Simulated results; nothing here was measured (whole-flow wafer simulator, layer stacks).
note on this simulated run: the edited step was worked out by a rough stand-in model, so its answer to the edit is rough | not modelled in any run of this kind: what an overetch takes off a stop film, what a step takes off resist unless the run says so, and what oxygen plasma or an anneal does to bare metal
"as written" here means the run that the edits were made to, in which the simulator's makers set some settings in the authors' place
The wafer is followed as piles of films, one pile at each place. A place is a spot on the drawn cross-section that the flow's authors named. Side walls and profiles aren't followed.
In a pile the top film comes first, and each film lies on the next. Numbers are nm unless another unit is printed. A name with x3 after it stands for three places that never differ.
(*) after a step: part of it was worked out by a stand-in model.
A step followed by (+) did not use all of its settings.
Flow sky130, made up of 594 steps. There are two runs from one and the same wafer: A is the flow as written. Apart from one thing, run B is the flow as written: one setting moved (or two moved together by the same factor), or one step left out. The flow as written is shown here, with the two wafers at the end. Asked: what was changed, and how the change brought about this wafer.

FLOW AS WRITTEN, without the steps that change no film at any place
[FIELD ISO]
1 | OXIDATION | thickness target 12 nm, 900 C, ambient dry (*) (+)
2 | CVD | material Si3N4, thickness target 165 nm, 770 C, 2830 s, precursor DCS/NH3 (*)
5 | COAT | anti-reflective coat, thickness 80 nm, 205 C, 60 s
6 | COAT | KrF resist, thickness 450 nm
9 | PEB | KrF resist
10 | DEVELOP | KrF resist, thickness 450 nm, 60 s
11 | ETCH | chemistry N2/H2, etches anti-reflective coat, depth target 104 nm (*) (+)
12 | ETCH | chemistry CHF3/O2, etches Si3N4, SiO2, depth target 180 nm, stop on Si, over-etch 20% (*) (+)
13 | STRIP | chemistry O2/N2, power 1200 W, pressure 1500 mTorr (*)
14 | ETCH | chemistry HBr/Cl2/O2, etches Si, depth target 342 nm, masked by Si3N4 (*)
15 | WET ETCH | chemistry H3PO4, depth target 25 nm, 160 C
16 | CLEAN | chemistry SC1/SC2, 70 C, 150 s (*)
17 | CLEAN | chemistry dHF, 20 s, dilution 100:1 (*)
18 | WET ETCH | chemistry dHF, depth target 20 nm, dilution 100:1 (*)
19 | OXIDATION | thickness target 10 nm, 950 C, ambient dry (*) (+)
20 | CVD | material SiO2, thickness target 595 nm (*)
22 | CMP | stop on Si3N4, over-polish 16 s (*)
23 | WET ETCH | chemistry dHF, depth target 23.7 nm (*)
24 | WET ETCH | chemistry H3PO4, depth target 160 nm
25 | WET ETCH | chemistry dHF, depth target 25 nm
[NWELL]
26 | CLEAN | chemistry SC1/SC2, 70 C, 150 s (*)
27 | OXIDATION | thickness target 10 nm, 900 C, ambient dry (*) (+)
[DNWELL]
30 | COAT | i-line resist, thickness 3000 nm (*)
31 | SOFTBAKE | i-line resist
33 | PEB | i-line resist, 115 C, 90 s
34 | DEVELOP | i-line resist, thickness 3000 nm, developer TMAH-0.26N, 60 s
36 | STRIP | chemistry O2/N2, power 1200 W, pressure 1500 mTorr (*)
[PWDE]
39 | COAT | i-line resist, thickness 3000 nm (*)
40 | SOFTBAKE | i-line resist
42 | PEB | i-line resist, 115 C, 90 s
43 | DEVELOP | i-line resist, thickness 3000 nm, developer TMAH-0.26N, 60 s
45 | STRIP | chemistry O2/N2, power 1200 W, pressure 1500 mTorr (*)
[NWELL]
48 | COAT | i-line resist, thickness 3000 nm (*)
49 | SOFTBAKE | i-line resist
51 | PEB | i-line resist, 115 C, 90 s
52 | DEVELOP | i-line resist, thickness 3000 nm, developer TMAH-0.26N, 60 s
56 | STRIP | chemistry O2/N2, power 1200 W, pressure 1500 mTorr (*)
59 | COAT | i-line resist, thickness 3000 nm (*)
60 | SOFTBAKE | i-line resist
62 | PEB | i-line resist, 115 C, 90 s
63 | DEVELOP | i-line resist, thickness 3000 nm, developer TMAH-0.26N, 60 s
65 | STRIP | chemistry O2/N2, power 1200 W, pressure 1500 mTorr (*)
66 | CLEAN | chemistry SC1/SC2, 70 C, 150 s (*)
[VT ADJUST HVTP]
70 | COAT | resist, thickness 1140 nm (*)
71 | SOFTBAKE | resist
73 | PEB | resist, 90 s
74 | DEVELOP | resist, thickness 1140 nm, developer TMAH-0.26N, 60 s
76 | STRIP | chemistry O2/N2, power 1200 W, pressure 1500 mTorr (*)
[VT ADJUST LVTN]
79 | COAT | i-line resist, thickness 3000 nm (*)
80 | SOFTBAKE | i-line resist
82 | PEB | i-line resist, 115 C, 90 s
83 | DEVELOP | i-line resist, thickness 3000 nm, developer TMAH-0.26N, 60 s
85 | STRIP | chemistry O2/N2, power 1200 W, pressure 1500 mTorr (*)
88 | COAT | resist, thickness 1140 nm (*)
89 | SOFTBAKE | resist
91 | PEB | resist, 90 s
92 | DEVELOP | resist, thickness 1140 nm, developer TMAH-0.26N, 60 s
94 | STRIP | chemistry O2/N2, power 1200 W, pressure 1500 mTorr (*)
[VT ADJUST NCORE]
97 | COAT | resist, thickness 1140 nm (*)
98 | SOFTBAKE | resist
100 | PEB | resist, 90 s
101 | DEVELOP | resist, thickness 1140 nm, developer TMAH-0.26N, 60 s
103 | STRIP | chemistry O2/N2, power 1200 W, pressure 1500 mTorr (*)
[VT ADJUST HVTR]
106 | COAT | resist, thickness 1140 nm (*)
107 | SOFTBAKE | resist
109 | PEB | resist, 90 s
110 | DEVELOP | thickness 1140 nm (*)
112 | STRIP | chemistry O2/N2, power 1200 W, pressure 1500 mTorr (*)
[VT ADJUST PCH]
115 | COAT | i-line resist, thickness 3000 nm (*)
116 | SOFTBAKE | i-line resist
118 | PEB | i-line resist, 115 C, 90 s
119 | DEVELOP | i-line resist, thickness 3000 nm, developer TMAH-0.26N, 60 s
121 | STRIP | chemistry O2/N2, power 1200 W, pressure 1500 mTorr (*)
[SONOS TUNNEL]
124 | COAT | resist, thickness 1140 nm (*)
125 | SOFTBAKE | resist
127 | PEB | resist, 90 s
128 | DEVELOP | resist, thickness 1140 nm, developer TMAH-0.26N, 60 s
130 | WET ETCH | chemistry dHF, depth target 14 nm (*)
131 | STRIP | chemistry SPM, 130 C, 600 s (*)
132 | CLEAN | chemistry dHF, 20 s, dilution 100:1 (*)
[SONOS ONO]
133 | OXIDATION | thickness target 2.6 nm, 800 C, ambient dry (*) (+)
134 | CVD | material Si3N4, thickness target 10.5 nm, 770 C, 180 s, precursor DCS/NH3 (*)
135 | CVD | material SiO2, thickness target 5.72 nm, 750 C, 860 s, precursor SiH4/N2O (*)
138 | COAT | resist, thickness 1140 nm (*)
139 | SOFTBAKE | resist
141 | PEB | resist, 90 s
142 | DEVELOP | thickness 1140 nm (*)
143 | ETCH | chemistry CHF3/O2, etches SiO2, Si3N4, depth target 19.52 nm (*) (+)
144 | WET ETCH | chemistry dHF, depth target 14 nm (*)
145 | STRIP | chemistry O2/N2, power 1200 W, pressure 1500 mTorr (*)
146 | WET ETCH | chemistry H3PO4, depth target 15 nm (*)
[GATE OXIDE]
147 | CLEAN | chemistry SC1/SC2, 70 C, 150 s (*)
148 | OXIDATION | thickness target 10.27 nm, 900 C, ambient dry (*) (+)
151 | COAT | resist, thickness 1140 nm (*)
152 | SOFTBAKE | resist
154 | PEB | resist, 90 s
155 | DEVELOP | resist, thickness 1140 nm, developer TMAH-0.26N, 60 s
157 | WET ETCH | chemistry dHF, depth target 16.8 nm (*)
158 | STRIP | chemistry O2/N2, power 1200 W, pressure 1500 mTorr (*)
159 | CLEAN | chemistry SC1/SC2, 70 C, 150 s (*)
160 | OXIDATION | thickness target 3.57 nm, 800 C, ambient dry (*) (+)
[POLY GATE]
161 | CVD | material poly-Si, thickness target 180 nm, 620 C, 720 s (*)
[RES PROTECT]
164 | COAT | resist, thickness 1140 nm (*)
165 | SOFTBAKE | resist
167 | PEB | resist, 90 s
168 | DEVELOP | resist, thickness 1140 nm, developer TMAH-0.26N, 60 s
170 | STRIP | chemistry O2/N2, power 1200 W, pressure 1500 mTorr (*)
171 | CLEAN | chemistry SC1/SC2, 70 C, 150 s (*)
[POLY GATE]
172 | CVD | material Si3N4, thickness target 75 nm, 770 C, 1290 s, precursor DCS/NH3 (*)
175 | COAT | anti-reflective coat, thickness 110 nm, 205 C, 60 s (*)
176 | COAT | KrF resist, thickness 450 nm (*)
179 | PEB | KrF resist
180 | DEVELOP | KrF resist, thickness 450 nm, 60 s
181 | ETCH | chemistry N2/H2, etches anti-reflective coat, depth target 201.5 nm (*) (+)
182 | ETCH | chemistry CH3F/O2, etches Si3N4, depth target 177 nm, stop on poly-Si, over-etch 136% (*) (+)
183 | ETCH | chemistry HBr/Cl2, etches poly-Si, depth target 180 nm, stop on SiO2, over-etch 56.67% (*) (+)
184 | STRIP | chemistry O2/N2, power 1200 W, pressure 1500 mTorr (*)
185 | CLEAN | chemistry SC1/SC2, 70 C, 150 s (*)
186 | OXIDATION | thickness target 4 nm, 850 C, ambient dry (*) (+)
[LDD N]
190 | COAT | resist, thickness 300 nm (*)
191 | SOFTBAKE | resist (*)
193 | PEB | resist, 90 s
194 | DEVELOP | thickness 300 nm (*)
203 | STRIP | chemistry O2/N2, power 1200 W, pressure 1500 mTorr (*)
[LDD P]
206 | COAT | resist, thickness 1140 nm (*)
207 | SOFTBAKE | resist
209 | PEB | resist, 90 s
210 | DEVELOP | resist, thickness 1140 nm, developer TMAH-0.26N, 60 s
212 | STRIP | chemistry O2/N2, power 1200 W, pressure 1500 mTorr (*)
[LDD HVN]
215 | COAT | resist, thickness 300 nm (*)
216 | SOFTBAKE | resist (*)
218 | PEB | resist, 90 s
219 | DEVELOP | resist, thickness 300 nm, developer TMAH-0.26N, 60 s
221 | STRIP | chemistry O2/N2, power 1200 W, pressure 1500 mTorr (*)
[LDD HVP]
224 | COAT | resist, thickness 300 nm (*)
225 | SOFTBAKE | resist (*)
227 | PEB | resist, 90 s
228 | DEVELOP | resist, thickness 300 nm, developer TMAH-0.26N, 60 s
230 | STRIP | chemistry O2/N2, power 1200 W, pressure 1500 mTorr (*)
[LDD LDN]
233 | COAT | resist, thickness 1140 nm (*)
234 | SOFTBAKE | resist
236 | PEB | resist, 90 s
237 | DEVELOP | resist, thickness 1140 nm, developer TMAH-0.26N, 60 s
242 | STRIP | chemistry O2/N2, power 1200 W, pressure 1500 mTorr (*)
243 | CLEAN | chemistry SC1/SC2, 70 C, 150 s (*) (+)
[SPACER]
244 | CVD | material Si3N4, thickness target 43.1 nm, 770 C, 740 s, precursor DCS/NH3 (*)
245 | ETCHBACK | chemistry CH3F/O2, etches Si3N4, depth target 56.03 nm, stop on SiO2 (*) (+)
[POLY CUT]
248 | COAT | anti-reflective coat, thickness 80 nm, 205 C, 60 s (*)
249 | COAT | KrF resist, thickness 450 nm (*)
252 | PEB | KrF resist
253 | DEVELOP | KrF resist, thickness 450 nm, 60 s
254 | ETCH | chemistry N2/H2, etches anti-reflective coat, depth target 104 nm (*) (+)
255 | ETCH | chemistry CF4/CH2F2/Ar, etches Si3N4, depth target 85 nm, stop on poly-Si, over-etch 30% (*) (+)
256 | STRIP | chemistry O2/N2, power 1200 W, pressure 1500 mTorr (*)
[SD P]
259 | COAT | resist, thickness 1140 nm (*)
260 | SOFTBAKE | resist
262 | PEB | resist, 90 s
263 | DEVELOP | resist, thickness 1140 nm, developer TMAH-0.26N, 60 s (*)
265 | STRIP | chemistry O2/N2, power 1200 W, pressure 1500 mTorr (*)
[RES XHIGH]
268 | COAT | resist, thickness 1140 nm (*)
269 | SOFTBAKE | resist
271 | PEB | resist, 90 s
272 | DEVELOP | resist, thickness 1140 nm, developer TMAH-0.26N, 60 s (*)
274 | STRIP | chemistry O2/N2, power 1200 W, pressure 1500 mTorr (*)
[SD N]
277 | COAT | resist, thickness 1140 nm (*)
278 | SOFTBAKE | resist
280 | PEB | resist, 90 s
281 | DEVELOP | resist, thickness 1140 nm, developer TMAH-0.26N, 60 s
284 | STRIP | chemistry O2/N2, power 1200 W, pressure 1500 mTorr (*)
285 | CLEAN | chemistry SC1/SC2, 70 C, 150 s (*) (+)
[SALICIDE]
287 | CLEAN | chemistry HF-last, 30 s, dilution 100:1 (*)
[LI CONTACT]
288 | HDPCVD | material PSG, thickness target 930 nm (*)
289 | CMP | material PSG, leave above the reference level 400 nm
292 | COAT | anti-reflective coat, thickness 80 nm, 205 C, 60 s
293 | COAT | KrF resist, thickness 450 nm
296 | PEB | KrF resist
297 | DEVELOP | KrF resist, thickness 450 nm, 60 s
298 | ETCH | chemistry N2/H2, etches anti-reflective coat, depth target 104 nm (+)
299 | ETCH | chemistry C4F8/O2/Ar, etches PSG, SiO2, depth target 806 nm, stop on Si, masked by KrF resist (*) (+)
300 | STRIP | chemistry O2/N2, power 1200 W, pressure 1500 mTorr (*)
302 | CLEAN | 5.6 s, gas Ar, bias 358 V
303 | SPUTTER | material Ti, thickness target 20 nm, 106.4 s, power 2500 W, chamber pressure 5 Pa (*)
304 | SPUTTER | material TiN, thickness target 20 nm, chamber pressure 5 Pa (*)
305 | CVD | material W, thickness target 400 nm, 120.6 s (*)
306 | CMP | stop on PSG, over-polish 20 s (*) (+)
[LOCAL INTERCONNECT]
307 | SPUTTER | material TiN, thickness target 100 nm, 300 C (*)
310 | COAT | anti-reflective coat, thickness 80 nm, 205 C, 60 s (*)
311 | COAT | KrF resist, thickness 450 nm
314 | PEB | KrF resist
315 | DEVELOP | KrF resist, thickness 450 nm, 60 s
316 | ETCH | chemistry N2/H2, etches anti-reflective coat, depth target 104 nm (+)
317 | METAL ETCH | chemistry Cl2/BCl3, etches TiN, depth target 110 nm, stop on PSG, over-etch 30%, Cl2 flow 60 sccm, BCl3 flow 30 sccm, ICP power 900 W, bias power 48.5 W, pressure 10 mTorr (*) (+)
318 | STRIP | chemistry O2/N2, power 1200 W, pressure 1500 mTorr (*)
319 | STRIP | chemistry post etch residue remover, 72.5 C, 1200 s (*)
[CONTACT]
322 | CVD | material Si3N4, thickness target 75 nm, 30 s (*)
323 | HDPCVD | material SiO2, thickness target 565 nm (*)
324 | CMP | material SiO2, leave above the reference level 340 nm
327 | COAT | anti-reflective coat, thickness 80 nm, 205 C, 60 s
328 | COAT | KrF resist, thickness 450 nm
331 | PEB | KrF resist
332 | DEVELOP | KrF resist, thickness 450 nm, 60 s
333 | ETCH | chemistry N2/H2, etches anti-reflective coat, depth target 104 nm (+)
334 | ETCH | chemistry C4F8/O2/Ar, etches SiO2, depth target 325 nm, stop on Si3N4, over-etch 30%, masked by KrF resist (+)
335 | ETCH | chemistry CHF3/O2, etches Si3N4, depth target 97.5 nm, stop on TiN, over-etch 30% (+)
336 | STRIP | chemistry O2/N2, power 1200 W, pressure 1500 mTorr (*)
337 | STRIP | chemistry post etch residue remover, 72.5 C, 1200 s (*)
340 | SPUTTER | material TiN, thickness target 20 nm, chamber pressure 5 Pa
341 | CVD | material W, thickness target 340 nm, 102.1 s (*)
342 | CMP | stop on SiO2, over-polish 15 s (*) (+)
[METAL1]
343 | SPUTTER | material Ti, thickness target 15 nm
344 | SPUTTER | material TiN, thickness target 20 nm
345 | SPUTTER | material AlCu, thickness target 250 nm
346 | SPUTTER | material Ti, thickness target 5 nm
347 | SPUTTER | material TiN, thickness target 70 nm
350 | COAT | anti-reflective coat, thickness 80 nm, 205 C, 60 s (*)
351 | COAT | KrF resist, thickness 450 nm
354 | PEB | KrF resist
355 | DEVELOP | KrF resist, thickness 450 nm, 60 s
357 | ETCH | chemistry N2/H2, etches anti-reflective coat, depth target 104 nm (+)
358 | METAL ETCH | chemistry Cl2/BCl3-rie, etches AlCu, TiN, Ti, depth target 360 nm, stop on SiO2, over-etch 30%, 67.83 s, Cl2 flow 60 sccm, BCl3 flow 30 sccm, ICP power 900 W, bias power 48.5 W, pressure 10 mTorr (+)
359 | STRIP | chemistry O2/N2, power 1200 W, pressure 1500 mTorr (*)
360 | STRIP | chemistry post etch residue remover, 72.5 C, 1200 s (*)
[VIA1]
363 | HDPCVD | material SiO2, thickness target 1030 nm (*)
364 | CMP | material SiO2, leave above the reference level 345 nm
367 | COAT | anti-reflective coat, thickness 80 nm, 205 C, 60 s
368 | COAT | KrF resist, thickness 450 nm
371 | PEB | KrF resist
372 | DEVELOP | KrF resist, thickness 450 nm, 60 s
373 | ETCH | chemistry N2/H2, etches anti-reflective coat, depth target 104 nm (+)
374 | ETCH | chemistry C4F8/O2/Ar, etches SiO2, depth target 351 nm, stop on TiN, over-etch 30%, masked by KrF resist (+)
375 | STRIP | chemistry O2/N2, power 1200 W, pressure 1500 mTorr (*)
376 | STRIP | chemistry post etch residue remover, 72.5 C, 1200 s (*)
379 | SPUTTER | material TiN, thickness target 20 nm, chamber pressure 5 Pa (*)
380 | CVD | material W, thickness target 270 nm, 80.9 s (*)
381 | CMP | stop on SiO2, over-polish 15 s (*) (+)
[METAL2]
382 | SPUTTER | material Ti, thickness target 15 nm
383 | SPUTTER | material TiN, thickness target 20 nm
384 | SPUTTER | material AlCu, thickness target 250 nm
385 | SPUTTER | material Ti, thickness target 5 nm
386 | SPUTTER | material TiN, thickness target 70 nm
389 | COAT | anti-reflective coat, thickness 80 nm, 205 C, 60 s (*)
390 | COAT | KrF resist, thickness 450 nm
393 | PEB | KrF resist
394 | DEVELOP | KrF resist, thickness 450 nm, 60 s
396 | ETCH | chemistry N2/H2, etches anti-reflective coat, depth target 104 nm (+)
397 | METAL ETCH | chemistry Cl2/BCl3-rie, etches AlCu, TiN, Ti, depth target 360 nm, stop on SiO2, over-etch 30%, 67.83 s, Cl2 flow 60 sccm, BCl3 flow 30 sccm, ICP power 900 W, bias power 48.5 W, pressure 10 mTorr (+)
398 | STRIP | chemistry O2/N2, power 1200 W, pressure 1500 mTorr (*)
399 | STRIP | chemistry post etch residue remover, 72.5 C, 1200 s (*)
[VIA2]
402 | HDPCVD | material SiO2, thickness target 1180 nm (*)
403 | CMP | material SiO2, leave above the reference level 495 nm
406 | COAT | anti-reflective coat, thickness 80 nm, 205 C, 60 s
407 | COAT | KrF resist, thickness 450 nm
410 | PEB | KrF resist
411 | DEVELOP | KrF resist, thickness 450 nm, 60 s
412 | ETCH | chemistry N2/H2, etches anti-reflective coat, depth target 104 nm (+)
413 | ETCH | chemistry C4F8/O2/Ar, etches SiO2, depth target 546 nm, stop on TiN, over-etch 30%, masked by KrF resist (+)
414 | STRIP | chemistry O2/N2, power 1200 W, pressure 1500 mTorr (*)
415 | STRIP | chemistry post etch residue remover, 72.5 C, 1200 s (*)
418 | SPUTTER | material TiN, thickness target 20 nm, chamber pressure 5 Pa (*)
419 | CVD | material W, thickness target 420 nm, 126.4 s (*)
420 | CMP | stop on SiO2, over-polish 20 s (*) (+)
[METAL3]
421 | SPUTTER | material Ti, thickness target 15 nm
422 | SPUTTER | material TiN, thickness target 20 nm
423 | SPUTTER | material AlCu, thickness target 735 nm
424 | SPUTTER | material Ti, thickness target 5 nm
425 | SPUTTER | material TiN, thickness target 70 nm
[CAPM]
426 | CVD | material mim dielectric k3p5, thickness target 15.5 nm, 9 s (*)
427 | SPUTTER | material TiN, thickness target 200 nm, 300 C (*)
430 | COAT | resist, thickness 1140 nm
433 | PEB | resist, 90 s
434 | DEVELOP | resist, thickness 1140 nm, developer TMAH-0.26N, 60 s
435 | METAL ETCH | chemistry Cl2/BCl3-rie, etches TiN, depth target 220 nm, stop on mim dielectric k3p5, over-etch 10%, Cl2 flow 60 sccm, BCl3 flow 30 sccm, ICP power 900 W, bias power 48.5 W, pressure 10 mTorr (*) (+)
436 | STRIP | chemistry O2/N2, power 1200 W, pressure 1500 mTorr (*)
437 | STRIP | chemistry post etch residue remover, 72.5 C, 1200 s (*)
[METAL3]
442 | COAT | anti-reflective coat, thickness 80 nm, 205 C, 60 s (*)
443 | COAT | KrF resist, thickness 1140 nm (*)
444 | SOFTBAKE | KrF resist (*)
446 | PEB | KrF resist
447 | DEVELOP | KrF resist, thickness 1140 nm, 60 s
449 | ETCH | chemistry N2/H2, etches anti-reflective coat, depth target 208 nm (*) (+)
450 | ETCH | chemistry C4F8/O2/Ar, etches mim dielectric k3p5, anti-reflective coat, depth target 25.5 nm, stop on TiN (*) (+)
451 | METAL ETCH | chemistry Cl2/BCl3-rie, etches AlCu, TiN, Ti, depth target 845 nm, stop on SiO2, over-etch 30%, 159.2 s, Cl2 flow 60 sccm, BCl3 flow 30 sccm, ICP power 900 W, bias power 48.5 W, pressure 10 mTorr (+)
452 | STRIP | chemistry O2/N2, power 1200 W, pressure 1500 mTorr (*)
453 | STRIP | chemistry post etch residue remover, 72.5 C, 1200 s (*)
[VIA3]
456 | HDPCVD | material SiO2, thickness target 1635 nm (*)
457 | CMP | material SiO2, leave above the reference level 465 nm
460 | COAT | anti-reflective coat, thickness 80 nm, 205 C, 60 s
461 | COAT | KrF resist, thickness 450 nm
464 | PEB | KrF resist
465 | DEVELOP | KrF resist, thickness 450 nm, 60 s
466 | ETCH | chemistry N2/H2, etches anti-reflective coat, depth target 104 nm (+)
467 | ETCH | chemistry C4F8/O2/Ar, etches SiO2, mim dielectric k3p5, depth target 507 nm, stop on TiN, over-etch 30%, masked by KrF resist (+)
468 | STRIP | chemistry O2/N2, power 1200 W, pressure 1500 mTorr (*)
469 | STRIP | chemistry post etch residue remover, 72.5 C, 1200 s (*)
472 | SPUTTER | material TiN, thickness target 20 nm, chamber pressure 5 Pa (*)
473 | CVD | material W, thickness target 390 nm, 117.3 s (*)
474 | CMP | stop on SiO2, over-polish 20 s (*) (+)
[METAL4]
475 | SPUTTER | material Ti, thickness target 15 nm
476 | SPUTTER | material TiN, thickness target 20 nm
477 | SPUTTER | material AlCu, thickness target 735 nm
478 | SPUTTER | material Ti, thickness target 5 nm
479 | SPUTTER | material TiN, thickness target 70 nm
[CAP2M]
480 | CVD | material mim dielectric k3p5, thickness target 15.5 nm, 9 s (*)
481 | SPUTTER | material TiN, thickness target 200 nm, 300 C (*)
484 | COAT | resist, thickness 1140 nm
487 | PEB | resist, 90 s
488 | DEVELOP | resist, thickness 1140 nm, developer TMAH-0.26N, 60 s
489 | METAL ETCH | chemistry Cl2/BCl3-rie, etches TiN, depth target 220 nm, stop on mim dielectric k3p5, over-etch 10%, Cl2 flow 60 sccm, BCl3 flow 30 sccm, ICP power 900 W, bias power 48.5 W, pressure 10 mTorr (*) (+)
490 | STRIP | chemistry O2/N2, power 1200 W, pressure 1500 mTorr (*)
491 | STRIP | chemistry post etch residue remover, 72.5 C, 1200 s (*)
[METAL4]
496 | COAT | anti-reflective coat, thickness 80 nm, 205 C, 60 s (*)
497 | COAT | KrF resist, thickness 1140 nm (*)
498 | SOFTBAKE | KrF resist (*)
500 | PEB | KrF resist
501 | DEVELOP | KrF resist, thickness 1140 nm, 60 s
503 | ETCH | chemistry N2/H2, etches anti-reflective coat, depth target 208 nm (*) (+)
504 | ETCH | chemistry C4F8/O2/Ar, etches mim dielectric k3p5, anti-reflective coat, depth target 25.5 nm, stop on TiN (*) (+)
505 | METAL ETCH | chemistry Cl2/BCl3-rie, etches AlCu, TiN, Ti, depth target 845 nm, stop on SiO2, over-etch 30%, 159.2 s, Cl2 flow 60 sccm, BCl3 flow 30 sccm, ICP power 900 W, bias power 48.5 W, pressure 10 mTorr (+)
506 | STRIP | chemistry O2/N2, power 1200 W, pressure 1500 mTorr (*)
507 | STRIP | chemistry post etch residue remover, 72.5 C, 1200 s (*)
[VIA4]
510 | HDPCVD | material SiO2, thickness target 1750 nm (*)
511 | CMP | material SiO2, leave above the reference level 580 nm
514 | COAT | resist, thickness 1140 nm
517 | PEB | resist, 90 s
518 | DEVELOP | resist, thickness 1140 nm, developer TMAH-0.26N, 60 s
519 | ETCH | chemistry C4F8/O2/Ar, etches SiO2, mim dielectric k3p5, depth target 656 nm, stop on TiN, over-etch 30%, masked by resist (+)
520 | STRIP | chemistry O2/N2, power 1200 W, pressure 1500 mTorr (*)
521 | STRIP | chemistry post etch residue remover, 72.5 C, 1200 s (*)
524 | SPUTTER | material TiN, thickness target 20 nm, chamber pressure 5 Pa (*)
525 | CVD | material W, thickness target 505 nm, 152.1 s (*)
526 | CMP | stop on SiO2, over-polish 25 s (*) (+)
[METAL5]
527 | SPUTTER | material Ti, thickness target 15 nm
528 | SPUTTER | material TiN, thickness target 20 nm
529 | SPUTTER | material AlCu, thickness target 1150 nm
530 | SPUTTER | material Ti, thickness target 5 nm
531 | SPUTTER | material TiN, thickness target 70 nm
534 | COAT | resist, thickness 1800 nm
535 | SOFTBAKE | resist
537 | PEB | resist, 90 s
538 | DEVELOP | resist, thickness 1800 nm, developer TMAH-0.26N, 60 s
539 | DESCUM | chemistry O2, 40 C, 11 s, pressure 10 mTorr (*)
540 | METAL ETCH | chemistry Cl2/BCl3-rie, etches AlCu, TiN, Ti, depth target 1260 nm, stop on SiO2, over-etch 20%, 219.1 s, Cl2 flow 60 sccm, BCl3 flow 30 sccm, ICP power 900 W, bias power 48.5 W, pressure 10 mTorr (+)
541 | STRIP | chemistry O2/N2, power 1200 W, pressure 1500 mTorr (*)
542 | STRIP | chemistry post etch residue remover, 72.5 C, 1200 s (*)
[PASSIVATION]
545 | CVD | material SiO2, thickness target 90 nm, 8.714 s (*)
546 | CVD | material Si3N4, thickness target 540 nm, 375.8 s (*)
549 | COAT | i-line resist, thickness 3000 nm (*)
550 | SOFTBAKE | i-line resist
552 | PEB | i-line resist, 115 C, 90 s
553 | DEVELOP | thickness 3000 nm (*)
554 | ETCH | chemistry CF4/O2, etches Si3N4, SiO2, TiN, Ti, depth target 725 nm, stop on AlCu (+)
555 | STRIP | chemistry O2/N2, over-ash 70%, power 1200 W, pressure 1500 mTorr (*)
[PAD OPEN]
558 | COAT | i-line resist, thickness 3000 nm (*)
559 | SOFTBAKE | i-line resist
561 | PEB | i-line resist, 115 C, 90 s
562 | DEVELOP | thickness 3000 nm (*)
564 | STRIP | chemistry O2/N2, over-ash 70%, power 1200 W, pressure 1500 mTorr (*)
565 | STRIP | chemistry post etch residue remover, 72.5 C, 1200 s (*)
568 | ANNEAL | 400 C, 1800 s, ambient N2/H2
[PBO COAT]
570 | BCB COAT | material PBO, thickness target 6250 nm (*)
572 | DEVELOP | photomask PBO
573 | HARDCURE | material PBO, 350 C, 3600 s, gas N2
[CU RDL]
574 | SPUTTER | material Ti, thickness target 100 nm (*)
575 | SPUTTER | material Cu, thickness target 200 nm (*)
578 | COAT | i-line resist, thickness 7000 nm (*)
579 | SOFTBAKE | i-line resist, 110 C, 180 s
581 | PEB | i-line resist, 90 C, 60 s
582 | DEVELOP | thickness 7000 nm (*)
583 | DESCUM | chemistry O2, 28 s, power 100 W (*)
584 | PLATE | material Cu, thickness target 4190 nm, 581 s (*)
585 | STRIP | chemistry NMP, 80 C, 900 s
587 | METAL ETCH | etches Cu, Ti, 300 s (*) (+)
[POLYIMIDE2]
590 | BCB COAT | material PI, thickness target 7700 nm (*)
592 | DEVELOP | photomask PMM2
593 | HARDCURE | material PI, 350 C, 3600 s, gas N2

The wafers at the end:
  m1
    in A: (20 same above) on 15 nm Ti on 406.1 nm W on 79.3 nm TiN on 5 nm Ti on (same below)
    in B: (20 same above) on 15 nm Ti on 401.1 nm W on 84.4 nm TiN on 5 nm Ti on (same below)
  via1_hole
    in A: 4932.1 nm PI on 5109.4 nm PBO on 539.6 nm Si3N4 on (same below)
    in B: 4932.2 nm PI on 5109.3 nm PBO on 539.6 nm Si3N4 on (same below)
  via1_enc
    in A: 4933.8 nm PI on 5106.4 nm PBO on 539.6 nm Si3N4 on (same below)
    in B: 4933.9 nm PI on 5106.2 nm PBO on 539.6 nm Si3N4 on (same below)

What caused this: step 418, SPUTTER: thickness target 30 nm was run, though the flow has thickness target 20 nm.

Step by step, how the change led to this:
  418 | SPUTTER | material TiN, thickness target 20 nm, chamber pressure 5 Pa (*)
      field, active, n_well and 186 more: A +20 TiN (new film) | B +30 TiN (new film)
      m1, via2_hole: A +10.2 TiN | B +15.2 TiN
  420 | CMP | stop on SiO2, over-polish 20 s (*) (+)
      field, active, n_well and 186 more: A -420 W (all of it), -20 TiN (all of it), -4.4 SiO2 | B -420 W (all of it), -30 TiN (all of it), -4.4 SiO2
      m1, via2_hole: A -445 W | B -455 W
